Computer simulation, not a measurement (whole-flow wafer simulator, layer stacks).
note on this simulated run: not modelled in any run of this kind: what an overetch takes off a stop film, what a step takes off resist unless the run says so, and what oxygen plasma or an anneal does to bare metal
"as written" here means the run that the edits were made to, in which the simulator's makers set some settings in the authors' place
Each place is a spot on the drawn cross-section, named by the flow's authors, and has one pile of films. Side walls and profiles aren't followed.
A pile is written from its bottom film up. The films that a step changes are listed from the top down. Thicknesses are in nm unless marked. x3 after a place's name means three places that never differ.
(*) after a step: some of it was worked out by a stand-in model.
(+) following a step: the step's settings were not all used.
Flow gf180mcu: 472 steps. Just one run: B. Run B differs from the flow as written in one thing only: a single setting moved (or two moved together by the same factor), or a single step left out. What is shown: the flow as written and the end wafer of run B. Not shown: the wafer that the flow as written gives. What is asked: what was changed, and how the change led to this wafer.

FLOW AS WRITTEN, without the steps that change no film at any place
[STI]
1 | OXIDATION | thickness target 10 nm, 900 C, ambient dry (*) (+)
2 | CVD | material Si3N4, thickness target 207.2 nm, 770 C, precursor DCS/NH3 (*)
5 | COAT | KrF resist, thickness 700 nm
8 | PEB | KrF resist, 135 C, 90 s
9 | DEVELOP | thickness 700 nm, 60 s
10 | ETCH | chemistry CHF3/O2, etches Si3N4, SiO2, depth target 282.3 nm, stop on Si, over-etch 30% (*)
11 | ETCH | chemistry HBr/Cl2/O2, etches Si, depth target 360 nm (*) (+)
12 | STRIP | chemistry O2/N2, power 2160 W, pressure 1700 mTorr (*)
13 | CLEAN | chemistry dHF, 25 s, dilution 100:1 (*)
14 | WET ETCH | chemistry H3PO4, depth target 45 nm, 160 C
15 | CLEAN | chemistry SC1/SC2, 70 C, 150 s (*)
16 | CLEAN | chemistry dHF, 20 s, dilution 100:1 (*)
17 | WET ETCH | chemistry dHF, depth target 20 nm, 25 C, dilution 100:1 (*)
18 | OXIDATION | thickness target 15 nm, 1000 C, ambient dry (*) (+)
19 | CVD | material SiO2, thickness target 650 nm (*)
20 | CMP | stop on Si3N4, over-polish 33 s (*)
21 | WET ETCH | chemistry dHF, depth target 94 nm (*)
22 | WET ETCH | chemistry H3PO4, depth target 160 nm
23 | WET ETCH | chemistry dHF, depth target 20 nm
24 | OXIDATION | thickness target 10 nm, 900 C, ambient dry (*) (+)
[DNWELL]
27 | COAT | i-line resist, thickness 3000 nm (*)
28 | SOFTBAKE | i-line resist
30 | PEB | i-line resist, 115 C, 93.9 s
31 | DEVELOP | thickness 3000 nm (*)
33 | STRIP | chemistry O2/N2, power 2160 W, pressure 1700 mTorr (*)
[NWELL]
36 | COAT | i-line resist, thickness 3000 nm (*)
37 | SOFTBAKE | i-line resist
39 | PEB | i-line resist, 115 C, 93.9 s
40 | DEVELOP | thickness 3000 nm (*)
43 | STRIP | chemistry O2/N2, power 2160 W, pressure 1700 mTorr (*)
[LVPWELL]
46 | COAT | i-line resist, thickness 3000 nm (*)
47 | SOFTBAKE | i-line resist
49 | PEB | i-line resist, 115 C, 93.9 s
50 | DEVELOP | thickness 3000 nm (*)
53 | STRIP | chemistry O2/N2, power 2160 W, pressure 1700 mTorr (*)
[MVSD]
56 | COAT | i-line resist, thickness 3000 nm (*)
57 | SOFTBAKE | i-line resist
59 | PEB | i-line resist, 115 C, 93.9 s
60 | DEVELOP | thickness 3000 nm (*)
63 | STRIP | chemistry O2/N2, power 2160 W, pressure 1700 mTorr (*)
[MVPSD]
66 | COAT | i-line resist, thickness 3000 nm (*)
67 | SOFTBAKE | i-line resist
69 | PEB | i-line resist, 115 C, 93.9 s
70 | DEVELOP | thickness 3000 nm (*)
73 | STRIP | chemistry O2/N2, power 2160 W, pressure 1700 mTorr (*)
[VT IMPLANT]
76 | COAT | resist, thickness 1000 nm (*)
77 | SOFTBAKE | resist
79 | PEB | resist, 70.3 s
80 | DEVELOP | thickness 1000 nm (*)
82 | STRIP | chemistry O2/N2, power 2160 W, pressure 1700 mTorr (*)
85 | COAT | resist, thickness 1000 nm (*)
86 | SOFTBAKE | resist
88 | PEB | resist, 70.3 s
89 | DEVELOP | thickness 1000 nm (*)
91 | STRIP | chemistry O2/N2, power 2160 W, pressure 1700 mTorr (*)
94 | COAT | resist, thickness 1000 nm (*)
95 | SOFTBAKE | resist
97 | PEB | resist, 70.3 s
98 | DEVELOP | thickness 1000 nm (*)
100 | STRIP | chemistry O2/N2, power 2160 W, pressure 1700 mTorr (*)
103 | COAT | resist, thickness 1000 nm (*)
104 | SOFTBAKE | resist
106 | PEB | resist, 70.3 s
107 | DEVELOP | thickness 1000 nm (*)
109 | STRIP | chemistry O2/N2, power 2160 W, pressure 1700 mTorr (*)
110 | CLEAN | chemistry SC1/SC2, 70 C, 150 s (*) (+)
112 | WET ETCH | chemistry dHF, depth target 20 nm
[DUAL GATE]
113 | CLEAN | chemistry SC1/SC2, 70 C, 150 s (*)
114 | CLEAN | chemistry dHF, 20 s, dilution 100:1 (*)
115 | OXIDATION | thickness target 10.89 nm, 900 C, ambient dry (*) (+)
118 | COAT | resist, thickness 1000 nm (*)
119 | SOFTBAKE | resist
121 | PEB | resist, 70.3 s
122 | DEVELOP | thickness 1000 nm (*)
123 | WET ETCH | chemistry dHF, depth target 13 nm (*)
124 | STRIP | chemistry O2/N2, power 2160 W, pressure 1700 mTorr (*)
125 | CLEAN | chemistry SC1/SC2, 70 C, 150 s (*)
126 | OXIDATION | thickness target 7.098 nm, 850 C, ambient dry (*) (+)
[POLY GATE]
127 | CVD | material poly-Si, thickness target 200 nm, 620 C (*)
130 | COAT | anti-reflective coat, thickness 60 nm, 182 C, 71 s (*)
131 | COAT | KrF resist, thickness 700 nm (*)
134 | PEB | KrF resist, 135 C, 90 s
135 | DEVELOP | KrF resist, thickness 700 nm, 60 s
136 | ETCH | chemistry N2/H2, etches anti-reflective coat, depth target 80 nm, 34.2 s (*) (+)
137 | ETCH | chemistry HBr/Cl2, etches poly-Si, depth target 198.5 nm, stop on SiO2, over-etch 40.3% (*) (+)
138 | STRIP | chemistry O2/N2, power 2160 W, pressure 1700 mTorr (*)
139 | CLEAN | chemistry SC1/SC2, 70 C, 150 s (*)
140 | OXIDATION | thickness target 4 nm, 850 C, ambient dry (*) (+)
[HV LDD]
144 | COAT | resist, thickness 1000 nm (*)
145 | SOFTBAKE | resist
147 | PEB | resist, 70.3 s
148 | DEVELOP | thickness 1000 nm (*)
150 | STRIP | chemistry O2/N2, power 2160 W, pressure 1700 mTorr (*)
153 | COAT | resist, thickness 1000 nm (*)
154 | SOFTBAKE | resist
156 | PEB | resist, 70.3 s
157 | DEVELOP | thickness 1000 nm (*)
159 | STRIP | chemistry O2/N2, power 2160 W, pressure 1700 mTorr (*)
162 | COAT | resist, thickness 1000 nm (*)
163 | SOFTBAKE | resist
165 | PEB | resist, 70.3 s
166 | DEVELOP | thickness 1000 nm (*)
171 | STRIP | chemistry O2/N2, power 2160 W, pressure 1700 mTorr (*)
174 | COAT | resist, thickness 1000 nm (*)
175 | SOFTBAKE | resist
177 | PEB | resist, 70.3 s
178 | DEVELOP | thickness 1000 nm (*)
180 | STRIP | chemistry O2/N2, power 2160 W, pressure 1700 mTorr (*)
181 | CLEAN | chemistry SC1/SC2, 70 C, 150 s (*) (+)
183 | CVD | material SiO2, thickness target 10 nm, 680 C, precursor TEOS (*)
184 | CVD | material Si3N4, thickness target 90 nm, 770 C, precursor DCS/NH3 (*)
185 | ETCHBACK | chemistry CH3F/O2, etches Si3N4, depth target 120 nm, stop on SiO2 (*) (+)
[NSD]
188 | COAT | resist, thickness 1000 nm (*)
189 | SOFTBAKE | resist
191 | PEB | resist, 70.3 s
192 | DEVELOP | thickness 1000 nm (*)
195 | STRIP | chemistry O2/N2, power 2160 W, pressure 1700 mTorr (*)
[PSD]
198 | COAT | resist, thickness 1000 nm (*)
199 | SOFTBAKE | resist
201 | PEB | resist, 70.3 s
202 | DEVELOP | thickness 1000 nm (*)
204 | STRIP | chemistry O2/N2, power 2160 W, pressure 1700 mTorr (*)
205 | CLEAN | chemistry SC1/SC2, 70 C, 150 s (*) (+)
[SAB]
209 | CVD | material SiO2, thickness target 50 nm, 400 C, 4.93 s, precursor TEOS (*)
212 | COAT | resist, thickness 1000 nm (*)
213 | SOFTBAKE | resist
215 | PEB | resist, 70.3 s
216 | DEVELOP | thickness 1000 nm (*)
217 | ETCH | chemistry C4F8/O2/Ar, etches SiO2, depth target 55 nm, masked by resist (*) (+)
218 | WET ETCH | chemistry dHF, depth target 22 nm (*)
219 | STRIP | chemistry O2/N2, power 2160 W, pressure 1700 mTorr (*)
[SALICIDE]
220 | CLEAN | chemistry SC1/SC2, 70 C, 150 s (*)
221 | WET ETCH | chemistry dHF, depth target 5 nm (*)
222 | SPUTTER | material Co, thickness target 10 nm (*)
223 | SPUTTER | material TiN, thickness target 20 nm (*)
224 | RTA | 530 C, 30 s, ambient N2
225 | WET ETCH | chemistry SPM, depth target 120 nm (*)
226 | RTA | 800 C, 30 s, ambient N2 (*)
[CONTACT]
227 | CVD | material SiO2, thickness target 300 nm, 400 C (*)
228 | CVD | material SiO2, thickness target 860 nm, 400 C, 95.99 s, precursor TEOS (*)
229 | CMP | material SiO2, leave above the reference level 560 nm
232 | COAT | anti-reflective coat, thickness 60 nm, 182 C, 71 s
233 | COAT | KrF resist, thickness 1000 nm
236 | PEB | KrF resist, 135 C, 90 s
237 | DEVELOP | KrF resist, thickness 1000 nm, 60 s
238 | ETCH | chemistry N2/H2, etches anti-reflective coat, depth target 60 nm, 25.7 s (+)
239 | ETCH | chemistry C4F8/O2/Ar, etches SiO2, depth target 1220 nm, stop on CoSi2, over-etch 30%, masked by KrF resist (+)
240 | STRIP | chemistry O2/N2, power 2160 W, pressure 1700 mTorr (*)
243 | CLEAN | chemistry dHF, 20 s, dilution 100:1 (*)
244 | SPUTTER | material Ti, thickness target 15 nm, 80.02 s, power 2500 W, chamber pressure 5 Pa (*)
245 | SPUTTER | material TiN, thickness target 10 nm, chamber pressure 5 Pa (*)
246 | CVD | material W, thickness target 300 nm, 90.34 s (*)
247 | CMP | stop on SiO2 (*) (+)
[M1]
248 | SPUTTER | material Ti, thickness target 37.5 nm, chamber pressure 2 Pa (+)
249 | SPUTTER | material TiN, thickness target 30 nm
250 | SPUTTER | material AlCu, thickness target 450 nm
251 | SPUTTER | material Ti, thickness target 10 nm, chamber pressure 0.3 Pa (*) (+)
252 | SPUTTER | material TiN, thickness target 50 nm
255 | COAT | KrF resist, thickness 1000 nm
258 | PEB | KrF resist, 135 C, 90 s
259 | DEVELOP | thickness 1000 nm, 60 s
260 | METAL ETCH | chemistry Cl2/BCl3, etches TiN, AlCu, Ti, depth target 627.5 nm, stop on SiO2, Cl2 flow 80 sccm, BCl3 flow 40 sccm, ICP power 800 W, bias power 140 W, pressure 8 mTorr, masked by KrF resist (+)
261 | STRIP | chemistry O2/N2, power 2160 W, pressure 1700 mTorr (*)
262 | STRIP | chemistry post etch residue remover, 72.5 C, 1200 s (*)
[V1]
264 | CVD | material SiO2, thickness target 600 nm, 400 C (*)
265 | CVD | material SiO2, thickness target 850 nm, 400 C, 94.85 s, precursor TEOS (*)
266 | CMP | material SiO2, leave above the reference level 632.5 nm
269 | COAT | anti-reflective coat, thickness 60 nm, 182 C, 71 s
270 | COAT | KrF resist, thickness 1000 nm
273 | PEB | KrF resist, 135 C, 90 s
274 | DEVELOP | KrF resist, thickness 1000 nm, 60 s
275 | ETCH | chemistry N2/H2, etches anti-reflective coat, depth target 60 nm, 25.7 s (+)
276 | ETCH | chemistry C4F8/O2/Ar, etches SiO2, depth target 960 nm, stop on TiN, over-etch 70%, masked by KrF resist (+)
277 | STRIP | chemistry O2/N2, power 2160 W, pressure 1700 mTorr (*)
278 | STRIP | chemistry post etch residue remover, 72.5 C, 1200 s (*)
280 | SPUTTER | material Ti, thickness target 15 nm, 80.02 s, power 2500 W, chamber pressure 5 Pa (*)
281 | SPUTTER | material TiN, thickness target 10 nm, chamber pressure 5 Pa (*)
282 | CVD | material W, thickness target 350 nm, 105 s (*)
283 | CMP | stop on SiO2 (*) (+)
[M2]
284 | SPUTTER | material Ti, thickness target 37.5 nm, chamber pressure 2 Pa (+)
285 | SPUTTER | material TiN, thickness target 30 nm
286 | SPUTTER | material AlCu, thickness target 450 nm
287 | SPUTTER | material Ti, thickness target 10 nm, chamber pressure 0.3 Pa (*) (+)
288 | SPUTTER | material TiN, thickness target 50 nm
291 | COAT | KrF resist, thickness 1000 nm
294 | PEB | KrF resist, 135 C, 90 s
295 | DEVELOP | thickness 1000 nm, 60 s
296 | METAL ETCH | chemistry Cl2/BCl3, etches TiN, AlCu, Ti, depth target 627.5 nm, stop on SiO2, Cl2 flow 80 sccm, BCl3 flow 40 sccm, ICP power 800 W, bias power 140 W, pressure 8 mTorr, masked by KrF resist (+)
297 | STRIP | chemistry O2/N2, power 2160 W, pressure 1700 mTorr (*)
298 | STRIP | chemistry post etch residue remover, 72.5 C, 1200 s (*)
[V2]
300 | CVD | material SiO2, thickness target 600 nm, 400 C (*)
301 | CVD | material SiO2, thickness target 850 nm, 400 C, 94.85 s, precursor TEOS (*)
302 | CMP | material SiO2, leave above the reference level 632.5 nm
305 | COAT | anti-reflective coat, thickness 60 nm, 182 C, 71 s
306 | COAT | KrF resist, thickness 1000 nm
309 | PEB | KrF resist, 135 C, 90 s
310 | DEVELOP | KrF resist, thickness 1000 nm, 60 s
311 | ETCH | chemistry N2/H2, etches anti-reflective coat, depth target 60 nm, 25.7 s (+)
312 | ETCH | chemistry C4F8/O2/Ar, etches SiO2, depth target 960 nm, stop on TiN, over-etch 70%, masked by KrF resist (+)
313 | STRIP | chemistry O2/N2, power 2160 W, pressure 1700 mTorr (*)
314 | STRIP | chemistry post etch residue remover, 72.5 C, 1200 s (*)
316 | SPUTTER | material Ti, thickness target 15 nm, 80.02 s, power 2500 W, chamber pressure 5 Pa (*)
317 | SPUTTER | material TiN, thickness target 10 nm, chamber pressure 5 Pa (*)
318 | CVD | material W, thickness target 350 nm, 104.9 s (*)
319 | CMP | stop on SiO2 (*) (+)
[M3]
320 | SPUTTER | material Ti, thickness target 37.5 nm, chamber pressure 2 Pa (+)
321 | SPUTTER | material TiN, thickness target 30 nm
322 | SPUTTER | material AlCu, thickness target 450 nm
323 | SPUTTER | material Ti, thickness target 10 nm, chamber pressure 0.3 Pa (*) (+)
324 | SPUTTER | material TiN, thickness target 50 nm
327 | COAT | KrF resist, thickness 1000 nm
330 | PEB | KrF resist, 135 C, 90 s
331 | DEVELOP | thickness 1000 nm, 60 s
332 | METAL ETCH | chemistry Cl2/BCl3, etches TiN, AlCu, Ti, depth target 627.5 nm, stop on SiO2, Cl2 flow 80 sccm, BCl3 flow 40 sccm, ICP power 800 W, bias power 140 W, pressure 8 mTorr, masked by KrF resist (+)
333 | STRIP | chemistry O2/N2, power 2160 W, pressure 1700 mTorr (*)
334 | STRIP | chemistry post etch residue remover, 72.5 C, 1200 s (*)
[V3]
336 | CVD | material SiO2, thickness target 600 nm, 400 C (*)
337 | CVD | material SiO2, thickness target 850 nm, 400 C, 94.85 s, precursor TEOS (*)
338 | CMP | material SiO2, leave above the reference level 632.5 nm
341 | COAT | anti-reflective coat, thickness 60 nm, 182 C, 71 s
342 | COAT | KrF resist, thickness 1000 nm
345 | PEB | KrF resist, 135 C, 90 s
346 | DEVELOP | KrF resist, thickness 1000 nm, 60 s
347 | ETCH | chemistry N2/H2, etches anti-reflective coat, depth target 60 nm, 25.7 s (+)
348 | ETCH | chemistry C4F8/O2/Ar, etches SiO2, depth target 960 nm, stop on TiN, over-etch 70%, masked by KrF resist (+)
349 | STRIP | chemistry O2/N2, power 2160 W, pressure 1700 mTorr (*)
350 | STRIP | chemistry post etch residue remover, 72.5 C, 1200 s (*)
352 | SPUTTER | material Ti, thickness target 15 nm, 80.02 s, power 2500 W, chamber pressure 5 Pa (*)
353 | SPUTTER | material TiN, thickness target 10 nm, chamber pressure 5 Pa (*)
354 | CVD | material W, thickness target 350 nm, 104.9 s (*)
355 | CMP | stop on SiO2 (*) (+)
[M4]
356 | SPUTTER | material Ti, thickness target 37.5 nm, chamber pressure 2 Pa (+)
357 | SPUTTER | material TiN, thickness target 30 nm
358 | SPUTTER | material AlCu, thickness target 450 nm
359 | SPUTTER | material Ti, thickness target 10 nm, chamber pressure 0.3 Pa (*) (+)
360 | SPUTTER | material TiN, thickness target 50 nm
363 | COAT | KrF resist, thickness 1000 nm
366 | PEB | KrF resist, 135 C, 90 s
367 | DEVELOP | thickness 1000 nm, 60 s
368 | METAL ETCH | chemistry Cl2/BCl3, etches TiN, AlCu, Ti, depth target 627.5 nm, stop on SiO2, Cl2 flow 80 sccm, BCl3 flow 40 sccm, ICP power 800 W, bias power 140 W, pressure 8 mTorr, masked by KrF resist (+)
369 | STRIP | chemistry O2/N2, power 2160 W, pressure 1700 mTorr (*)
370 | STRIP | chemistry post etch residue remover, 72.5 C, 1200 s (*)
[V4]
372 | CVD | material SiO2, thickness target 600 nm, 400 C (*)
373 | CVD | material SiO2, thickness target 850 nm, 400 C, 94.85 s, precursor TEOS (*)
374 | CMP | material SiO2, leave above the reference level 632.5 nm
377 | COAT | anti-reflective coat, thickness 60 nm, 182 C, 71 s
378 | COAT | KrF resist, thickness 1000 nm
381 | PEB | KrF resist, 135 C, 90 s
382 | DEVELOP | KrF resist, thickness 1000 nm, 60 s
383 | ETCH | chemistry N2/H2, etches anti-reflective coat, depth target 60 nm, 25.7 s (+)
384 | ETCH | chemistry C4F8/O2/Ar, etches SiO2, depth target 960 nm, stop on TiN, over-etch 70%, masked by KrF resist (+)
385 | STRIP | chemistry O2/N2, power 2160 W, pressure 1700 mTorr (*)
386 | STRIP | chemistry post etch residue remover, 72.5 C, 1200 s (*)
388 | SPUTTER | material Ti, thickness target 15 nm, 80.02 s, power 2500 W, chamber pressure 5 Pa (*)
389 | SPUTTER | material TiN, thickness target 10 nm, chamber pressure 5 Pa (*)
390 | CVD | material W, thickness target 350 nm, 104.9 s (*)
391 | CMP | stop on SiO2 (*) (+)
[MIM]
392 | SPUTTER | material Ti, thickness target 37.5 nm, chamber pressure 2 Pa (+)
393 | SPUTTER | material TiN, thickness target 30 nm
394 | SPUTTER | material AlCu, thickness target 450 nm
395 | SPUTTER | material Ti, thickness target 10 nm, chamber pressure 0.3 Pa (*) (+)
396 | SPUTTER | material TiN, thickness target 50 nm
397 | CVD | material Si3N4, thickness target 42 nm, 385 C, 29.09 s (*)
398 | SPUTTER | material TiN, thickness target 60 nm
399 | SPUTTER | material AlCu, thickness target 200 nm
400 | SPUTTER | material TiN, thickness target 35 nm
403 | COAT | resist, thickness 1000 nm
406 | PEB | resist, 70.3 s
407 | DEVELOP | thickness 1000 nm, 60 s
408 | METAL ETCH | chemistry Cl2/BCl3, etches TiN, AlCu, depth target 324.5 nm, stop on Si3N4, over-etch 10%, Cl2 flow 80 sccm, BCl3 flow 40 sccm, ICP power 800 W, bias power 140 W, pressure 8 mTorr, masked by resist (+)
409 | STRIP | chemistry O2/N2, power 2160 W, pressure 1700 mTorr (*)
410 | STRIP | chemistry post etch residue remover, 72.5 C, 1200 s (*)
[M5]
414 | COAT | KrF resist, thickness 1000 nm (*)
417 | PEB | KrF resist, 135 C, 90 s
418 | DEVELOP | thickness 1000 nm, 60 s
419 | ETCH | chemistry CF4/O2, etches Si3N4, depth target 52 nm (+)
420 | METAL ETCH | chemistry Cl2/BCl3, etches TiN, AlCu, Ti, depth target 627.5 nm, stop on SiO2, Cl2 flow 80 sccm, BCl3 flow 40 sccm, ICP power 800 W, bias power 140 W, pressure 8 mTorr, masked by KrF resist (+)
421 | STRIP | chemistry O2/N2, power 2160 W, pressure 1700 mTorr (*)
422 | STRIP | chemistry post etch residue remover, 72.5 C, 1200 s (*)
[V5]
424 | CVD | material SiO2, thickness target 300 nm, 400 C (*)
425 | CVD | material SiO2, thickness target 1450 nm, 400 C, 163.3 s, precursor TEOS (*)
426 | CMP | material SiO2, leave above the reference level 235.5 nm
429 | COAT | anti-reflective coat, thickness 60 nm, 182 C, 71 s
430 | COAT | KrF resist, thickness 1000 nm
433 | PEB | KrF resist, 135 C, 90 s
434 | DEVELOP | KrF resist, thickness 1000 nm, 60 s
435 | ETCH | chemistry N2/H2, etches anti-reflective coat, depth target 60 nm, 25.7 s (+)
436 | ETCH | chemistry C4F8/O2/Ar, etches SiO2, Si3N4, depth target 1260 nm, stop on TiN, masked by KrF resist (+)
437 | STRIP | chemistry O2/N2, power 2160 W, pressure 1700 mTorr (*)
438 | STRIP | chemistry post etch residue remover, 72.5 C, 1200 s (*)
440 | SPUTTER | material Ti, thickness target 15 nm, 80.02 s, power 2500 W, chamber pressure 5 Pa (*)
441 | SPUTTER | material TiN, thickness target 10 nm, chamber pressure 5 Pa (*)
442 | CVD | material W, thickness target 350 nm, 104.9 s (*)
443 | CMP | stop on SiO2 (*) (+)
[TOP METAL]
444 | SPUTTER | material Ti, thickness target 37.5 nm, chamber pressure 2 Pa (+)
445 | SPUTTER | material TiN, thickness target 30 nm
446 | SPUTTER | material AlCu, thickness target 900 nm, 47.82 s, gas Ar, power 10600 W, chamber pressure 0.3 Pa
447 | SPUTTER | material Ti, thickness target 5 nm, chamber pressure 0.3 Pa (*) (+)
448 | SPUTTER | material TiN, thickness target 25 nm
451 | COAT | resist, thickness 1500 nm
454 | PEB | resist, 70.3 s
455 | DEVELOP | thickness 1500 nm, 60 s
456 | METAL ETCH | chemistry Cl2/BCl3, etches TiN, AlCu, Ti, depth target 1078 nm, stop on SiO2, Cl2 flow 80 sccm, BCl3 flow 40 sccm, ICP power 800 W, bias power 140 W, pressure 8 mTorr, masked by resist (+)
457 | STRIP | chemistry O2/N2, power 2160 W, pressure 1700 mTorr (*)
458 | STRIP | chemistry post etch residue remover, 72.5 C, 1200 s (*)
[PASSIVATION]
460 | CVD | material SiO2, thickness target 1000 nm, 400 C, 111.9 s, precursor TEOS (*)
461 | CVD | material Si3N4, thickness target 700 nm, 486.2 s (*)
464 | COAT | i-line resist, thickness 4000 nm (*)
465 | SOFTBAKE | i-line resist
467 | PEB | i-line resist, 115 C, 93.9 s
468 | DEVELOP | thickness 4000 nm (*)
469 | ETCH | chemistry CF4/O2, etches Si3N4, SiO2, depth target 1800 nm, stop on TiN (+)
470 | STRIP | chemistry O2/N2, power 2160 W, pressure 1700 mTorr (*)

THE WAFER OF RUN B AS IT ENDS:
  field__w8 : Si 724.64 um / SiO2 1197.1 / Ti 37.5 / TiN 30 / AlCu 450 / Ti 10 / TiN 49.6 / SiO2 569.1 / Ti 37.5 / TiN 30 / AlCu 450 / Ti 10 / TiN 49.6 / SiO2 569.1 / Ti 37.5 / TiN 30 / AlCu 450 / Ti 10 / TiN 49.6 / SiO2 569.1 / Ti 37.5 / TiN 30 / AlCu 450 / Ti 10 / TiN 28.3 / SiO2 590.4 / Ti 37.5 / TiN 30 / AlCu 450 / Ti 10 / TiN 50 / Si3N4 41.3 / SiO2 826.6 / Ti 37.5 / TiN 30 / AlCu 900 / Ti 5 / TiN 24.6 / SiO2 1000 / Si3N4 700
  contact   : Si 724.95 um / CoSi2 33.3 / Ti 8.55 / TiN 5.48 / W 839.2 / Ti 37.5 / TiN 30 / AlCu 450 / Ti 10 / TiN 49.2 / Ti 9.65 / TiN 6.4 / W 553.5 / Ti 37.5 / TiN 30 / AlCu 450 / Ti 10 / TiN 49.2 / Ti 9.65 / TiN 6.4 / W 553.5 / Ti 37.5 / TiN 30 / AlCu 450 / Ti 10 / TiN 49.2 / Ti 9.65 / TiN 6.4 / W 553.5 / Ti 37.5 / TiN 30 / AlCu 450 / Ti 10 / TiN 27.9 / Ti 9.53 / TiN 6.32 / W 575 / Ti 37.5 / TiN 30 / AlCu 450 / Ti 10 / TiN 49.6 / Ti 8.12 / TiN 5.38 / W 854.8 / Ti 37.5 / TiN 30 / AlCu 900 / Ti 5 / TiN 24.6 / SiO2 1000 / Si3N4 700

The reason: step 360, SPUTTER: thickness target 28.7 nm was run, though the flow has thickness target 50 nm.

Step by step, how the change led to this:
  360 | SPUTTER | material TiN, thickness target 50 nm
      field, field__w1, field__w2 and 108 more: +28.7 TiN (new film) (as written it would have been: +50 TiN (new film))
  368 | METAL ETCH | chemistry Cl2/BCl3, etches TiN, AlCu, Ti, depth target 627.5 nm, stop on SiO2, Cl2 flow 80 sccm, BCl3 flow 40 sccm, ICP power 800 W, bias power 140 W, pressure 8 mTorr, masked by KrF resist (+)
      field, field__w1, field__w2 and 103 more: -28.7 TiN (all of it), -10 Ti (all of it), -450 AlCu (all of it), -30 TiN (all of it), -37.5 Ti (all of it) (as written it would have been: -50 TiN (all of it), -10 Ti (all of it), -450 AlCu (all of it), -30 TiN (all of it), -37.5 Ti (all of it))
  374 | CMP | material SiO2, leave above the reference level 632.5 nm
      field__w8, contact, m1, m1__w1, m1_nw: -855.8 SiO2 (as written it would have been: -877.1 SiO2)
  384 | ETCH | chemistry C4F8/O2/Ar, etches SiO2, depth target 960 nm, stop on TiN, over-etch 70%, masked by KrF resist (+)
      contact: -593.8 SiO2 (all of it) (as written it would have been: -572.5 SiO2 (all of it))
  390 | CVD | material W, thickness target 350 nm, 104.9 s (*)
      contact: +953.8 W (new film) (as written it would have been: +932.3 W (new film))
